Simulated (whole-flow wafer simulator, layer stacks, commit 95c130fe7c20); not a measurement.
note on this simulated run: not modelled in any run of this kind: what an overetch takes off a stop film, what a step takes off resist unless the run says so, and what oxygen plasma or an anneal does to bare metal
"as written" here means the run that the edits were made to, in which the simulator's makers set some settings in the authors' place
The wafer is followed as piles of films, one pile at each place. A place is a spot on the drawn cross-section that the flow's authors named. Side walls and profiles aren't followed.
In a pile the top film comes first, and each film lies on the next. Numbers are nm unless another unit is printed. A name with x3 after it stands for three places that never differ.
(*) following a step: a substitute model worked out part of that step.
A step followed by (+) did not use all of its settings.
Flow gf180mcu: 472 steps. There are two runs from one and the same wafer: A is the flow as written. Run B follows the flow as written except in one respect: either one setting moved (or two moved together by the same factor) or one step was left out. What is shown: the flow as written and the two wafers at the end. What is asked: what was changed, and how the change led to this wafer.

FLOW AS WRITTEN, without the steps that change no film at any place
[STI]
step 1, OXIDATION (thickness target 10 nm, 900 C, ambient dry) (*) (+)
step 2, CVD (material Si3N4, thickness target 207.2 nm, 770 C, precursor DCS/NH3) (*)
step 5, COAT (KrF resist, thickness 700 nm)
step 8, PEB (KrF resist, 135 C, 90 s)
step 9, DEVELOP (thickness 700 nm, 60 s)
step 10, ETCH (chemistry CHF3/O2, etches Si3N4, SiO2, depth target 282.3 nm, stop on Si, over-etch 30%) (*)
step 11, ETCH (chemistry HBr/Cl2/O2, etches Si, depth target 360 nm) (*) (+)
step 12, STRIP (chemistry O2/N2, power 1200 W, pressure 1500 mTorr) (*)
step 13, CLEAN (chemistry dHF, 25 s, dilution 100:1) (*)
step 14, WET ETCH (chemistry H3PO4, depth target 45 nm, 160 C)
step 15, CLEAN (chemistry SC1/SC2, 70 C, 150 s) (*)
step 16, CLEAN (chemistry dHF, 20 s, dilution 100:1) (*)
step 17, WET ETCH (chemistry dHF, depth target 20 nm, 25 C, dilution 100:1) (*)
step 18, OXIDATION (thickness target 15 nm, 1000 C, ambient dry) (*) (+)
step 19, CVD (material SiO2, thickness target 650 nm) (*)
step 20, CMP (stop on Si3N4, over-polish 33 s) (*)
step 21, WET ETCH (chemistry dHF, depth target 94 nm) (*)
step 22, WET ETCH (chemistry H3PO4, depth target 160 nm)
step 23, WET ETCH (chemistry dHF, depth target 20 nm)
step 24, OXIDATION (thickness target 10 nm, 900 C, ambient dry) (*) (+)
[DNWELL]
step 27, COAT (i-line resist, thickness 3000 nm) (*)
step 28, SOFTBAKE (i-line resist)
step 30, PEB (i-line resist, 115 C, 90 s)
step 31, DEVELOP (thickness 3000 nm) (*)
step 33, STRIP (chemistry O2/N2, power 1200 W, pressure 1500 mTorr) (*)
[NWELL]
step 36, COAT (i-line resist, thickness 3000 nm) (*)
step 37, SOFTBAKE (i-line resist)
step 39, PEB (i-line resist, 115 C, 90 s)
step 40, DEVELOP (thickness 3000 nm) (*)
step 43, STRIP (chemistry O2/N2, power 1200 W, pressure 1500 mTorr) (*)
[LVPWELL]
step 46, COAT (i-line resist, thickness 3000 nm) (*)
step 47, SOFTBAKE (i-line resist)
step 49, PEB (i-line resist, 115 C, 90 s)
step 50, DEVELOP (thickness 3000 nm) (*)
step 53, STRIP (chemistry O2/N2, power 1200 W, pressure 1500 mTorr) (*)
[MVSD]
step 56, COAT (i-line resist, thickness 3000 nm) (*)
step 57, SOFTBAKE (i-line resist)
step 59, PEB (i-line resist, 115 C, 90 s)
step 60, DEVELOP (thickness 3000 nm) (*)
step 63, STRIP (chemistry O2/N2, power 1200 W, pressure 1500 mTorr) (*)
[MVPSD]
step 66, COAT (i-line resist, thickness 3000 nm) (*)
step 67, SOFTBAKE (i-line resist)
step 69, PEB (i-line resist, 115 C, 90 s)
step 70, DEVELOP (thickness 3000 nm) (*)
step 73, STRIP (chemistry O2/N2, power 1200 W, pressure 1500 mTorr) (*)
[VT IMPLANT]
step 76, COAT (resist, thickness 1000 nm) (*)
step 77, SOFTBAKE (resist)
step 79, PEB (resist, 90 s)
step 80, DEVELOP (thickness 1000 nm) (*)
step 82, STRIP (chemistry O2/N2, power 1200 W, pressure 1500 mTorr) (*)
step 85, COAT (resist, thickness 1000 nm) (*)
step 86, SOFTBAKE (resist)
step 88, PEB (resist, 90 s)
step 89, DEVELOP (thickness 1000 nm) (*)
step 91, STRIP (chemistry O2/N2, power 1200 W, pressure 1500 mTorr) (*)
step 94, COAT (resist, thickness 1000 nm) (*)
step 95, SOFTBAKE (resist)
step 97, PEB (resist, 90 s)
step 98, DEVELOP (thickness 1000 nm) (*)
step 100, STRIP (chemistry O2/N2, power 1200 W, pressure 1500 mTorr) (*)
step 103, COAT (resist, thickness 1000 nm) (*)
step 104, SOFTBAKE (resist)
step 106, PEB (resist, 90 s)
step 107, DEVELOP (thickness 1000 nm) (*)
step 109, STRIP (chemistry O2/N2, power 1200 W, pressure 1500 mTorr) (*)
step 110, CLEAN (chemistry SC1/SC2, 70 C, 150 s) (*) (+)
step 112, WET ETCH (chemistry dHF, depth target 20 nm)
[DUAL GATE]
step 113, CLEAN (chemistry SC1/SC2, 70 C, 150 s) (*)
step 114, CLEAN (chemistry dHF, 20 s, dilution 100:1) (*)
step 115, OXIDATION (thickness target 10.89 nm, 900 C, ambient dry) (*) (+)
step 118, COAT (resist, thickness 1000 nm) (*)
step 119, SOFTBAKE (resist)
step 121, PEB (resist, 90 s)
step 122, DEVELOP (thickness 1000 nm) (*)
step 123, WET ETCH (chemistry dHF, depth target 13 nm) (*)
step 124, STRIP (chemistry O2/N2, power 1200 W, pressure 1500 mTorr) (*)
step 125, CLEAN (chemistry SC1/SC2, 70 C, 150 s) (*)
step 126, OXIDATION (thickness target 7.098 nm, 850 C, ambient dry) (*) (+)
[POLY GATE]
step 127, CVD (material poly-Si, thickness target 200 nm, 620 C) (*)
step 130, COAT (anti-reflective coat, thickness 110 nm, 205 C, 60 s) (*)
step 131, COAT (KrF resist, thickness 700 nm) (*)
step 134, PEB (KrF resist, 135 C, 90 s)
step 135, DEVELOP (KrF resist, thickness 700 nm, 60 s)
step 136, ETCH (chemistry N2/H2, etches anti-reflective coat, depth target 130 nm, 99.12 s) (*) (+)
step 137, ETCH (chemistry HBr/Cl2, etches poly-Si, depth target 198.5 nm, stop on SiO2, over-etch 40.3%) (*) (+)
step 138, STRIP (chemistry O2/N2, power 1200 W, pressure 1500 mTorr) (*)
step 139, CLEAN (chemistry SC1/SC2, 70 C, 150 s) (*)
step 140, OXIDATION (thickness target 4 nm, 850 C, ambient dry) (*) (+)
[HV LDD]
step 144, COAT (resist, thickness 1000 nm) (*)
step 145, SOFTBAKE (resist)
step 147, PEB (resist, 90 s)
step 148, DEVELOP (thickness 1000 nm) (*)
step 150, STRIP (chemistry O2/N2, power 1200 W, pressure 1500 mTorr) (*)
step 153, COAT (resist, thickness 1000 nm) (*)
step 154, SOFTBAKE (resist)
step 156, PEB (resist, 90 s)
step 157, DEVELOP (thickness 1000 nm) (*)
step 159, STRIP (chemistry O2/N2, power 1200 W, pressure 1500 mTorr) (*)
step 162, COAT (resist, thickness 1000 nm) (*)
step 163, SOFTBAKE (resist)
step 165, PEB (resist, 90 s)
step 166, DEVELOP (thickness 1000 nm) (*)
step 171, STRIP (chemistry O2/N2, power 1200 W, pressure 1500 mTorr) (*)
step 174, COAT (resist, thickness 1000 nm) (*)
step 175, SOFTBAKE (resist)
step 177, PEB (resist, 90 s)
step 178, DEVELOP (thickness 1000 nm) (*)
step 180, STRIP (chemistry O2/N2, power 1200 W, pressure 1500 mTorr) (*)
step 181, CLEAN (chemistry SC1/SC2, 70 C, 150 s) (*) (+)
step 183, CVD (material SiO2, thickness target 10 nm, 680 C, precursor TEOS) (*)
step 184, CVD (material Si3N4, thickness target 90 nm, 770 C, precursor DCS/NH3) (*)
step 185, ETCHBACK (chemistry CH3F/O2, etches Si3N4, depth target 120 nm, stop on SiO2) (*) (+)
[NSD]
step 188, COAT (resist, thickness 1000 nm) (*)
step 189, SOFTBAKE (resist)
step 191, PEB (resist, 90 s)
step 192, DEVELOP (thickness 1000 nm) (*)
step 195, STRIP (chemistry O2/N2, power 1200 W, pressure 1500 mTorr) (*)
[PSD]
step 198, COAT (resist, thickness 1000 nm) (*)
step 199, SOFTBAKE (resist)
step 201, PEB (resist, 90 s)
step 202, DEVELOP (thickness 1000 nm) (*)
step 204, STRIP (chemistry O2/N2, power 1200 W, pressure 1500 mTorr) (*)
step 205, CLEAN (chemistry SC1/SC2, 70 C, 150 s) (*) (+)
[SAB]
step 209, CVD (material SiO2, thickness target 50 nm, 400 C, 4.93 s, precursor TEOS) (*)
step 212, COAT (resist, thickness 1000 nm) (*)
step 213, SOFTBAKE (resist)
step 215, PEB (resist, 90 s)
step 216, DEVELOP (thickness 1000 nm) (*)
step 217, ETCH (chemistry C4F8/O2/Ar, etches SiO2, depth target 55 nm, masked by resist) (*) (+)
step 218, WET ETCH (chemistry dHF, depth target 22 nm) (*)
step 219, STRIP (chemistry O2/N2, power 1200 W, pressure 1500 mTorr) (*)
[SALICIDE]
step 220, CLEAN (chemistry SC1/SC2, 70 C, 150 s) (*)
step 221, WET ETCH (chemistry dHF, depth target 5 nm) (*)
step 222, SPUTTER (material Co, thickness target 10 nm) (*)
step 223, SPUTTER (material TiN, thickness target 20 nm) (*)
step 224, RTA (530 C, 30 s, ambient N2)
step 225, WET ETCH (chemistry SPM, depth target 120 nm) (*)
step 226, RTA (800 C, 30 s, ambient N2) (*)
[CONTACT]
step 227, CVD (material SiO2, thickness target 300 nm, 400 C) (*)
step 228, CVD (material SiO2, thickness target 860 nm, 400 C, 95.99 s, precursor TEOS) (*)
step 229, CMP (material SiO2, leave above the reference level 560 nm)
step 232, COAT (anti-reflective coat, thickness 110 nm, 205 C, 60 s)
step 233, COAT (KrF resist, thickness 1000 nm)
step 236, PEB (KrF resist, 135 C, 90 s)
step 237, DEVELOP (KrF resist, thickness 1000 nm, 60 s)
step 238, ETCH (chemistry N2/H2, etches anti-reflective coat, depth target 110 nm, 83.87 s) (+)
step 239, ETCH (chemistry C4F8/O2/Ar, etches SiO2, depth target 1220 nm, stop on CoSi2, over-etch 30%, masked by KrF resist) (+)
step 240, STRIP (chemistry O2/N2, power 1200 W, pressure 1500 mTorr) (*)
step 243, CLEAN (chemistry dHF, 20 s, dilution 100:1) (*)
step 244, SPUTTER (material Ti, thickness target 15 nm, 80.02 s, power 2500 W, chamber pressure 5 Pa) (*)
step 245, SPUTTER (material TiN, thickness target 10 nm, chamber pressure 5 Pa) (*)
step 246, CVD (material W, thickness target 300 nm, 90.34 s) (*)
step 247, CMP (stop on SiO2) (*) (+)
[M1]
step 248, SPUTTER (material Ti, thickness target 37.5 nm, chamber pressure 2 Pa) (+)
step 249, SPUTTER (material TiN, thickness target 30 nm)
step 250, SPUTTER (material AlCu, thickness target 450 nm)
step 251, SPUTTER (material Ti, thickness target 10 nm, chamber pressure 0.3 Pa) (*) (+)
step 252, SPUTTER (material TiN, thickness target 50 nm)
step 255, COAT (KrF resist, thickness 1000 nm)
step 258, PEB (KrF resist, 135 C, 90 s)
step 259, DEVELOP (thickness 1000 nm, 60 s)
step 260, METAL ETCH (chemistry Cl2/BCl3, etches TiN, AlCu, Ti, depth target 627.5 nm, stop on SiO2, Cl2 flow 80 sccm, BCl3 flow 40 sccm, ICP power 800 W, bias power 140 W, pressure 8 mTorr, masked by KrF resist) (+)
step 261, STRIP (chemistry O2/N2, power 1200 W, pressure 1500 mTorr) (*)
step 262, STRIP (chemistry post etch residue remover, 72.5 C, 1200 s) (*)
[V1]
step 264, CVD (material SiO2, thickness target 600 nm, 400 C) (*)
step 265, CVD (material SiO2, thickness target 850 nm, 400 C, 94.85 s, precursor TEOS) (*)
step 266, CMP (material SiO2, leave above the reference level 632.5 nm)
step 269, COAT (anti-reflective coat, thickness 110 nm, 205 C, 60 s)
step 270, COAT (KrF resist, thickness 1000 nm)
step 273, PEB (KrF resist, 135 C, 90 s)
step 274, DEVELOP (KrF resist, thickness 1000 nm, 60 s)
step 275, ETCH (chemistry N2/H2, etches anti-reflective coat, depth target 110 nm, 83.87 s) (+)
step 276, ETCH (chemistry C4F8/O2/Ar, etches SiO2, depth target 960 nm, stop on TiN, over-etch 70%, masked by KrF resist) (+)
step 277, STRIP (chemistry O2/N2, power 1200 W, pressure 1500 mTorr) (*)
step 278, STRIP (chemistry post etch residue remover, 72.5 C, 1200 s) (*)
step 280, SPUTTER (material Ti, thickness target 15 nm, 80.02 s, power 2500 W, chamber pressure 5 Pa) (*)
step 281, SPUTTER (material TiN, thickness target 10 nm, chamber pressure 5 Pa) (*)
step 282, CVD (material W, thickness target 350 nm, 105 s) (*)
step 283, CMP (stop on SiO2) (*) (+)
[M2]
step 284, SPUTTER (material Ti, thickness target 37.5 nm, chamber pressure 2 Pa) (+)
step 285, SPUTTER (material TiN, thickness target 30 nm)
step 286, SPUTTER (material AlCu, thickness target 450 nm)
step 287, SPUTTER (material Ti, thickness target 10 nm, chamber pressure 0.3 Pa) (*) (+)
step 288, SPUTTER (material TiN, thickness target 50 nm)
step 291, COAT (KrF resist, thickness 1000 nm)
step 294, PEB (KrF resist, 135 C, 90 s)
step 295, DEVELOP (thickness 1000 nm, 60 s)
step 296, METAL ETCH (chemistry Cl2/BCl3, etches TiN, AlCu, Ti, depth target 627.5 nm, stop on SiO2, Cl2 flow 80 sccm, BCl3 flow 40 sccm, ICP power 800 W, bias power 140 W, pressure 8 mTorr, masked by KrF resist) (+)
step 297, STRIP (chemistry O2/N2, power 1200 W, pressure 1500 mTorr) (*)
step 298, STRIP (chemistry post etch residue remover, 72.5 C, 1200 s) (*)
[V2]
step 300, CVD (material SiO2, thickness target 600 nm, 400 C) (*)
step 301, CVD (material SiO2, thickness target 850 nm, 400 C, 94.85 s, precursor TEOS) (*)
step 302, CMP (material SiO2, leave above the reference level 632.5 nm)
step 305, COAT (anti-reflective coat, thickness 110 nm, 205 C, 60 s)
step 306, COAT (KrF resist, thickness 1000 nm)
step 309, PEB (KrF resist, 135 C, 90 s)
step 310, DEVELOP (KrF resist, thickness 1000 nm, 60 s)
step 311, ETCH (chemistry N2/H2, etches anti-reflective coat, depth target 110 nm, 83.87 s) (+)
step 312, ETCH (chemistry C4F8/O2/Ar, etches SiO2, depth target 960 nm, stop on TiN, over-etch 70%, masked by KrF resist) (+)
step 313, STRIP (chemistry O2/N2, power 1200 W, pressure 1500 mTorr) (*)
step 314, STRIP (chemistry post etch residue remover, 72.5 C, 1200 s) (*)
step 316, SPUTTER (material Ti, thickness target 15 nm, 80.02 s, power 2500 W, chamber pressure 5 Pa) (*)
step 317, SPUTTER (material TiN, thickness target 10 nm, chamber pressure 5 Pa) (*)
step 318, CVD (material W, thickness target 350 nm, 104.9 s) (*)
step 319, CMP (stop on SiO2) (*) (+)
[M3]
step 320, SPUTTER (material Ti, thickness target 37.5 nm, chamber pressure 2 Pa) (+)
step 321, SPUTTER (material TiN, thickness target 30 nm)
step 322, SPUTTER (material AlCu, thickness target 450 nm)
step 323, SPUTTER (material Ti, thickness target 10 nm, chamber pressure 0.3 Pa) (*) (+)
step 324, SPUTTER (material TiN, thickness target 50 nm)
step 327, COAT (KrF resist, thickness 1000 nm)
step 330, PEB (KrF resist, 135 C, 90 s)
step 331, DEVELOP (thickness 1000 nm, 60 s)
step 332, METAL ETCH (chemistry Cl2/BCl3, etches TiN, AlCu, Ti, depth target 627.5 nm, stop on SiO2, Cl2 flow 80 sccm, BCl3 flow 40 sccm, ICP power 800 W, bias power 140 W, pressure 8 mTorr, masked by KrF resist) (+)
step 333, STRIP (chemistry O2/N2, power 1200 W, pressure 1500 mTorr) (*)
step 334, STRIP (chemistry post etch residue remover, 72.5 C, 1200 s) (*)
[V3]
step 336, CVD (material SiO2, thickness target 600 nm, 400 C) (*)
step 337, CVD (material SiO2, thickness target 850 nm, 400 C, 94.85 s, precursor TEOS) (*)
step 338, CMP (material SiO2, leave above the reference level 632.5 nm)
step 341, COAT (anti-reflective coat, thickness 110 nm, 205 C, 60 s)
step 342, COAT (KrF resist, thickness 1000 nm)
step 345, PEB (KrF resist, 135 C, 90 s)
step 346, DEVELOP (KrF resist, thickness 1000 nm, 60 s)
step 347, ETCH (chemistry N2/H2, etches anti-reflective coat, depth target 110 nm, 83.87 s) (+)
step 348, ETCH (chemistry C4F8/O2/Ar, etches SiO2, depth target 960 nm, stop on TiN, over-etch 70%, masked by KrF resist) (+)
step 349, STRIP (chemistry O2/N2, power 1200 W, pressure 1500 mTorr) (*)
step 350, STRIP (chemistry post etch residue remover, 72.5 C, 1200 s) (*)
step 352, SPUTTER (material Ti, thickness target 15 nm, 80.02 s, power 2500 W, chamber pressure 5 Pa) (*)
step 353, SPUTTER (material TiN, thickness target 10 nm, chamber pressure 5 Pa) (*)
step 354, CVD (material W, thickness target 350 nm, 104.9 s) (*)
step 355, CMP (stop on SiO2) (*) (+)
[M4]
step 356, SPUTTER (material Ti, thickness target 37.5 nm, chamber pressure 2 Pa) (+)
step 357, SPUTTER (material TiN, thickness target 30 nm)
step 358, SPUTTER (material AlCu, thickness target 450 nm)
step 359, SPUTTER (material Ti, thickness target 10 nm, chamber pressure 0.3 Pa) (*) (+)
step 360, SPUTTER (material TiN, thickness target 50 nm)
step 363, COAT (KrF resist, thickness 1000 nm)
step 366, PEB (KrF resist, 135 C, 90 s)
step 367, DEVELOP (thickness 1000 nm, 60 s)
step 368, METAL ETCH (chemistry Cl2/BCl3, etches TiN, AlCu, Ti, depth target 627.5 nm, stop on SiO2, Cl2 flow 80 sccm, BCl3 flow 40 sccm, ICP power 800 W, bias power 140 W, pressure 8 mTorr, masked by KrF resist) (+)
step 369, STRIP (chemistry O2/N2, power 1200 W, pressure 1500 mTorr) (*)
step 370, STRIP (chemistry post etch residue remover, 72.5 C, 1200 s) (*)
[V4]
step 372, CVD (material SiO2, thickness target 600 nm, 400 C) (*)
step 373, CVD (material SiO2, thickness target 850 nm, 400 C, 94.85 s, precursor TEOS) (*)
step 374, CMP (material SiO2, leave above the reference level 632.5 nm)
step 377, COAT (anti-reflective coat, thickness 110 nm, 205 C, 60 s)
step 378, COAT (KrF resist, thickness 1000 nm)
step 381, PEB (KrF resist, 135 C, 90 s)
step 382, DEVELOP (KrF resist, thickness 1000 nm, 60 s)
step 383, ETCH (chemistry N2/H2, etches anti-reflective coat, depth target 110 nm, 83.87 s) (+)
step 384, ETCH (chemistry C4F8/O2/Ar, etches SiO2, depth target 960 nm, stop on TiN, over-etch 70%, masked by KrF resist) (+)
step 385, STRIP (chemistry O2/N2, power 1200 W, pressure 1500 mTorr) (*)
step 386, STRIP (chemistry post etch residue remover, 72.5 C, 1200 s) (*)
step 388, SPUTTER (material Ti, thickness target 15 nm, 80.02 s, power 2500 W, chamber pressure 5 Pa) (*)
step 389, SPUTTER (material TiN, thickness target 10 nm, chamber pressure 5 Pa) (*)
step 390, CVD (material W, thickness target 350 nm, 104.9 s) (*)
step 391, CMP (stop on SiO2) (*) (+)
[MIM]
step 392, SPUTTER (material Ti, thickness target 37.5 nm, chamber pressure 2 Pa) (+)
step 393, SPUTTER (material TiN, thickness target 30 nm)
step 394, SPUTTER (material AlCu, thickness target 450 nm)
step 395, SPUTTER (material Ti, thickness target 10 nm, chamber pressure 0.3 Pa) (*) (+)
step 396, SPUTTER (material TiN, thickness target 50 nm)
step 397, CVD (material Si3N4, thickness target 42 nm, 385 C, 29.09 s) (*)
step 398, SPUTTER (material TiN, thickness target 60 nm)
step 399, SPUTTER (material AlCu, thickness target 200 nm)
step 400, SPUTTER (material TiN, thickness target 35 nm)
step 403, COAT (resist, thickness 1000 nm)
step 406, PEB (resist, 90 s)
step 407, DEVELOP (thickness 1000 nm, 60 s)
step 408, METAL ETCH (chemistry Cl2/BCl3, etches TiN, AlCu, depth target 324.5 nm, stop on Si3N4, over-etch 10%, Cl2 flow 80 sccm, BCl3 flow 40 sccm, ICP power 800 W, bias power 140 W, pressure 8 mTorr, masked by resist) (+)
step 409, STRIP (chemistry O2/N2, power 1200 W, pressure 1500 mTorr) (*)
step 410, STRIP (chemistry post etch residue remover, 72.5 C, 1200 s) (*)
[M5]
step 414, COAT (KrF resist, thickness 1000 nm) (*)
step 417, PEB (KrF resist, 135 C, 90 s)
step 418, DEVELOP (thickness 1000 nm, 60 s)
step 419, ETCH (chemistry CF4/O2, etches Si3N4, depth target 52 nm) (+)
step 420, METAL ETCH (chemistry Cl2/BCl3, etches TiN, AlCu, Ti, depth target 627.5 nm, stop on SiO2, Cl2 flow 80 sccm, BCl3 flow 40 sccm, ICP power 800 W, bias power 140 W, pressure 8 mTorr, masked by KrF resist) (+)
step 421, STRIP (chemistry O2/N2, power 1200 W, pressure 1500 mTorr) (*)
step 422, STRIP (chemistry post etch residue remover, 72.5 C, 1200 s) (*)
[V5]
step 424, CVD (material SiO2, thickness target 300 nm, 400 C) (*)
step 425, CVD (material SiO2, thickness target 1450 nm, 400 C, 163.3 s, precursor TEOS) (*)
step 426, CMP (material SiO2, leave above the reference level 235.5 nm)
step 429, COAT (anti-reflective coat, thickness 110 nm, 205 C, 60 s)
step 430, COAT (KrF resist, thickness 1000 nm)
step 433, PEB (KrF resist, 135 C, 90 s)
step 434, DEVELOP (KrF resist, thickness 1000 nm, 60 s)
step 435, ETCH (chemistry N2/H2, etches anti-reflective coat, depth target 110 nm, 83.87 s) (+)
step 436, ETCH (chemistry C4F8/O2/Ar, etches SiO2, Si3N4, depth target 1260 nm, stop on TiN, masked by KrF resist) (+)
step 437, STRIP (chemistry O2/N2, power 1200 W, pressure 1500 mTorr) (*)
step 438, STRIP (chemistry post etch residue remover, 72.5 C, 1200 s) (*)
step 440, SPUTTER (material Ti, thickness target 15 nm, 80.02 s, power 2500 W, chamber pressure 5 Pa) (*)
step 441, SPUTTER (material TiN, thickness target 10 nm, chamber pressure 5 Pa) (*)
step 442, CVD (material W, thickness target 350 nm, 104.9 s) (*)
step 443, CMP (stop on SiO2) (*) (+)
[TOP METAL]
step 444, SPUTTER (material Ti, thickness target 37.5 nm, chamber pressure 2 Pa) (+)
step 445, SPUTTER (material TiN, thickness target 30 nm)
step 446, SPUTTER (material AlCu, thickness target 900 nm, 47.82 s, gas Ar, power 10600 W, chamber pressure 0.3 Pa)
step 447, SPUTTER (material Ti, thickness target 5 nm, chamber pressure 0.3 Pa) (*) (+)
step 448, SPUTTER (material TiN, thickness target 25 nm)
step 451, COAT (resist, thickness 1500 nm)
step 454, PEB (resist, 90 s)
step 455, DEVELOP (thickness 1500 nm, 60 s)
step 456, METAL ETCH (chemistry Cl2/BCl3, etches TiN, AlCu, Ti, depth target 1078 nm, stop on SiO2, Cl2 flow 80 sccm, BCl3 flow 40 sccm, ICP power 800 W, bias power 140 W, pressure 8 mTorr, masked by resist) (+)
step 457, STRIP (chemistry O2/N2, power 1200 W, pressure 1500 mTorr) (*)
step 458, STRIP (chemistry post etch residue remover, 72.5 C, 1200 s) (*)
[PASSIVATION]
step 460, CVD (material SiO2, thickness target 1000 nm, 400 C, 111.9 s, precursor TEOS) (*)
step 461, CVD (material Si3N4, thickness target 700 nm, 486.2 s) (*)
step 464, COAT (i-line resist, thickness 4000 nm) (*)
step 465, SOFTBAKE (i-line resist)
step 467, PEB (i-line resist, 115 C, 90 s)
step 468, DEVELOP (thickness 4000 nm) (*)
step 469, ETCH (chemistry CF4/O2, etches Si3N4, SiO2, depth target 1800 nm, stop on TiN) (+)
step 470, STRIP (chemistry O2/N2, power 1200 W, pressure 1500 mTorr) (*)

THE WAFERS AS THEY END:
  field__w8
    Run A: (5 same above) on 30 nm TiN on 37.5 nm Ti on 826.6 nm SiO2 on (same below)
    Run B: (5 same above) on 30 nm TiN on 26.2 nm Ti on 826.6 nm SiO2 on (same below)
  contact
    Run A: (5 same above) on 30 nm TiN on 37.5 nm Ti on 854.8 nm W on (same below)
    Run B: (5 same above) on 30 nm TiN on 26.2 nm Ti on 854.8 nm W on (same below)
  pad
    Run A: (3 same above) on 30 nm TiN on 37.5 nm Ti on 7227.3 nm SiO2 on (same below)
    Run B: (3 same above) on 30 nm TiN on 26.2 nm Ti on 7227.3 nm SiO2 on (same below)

Cause: step 444, SPUTTER: thickness target 26.25 nm was run, though the flow has thickness target 37.5 nm.
The wafer itself shows it: field__w8 has Ti 26.2, and step 444 as written asks for 37.5 nm.

How this came from the change, step by step:
  step 444, SPUTTER (material Ti, thickness target 37.5 nm, chamber pressure 2 Pa) (+)
      field, field__w1, field__w2 and 109 more: A +37.5 Ti (new film) | B +26.2 Ti (new film)
  step 456, METAL ETCH (chemistry Cl2/BCl3, etches TiN, AlCu, Ti, depth target 1078 nm, stop on SiO2, Cl2 flow 80 sccm, BCl3 flow 40 sccm, ICP power 800 W, bias power 140 W, pressure 8 mTorr, masked by resist) (+)
      field, field__w1, field__w2 and 103 more: A -25 TiN (all of it), -5 Ti (all of it), -900 AlCu (all of it), -30 TiN (all of it), -37.5 Ti (all of it) | B -25 TiN (all of it), -5 Ti (all of it), -900 AlCu (all of it), -30 TiN (all of it), -26.2 Ti (all of it)
